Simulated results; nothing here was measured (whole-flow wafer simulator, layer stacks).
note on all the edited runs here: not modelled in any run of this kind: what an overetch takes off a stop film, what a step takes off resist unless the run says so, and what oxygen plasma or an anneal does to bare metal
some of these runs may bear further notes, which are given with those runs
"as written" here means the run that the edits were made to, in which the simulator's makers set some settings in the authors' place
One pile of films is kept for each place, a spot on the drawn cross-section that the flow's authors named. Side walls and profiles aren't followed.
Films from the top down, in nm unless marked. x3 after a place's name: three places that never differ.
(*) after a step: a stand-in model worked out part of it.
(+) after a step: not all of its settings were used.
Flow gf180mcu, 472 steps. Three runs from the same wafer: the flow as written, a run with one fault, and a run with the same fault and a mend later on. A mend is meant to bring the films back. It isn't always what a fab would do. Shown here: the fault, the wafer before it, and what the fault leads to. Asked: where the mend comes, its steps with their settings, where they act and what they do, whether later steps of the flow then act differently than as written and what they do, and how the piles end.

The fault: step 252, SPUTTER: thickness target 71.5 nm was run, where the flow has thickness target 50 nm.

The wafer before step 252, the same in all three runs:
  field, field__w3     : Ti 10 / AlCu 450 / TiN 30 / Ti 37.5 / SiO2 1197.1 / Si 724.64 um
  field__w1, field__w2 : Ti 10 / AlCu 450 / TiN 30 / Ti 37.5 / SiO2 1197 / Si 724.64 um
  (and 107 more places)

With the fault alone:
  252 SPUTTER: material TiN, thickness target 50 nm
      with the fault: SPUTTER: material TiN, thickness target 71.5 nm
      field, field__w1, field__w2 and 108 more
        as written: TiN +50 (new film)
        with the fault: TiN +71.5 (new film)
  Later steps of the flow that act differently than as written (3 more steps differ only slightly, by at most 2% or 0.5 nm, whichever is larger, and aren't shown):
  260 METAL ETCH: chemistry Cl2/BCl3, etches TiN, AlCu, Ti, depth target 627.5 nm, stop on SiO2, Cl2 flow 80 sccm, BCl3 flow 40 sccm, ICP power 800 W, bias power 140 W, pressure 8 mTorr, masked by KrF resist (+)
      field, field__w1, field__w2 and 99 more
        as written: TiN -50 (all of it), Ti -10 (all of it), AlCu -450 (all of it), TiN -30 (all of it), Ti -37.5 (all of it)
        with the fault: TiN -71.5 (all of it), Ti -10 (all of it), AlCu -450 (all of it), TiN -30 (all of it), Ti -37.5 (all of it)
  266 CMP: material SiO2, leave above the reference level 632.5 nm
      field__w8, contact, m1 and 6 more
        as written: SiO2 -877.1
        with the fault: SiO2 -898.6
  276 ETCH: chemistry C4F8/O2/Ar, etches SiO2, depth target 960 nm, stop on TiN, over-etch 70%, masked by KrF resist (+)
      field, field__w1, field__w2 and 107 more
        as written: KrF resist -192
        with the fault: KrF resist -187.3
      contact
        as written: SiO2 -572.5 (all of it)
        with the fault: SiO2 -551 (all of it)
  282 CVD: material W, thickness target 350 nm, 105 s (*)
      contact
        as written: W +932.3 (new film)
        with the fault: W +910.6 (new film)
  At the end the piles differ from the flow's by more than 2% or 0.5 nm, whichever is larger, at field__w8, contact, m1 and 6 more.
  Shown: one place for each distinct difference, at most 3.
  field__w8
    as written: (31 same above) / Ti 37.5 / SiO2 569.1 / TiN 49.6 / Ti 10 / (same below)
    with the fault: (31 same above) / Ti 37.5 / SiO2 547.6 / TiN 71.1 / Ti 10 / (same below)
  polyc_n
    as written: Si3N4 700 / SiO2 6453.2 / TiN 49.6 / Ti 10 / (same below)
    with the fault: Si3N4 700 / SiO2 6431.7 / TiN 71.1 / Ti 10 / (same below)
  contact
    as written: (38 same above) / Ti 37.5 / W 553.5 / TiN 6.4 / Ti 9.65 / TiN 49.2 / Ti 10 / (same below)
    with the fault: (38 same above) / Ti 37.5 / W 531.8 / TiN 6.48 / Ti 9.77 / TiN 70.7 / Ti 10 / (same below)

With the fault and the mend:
  The mend comes after step 259.
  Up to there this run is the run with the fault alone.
  259a STRIP: chemistry O2/N2, power 2160 W, pressure 1700 mTorr (*)
      field__w8, contact, m1 and 6 more
        KrF resist -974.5 (all of it)
  259b METAL ETCH: chemistry Cl2/BCl3, etches TiN, AlCu, Ti, depth target 21.5 nm, Cl2 flow 80 sccm, BCl3 flow 40 sccm, ICP power 800 W, bias power 140 W, pressure 8 mTorr
      field, field__w1, field__w2 and 108 more
        TiN -21.5
  259c HMDS: 120 C, 60 s (the flow's step 254 once more)
      changes no film at any place that is followed
  259d COAT: KrF resist, thickness 1000 nm (the flow's step 255 once more)
      field, field__w1, field__w2 and 108 more
        KrF resist +1000 (new film)
  259e SOFTBAKE: KrF resist (the flow's step 256 once more)
      changes no film at any place that is followed
  259f EXPOSE: photomask Metal1 (the flow's step 257 once more)
      changes no film at any place that is followed
  259g PEB: KrF resist, 135 C, 90 s (the flow's step 258 once more)
      field, field__w1, field__w2 and 108 more
        KrF resist -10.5
  259h DEVELOP: thickness 1000 nm, 60 s (the flow's step 259 once more)
      field, field__w1, field__w2 and 99 more
        KrF resist -989.5 (all of it)
      field__w8, contact, m1 and 6 more
        KrF resist -14.9
  No later step of the flow acts differently than as written at any place that is followed.
  At the end the piles are the same as the flow's at every place that both follow.
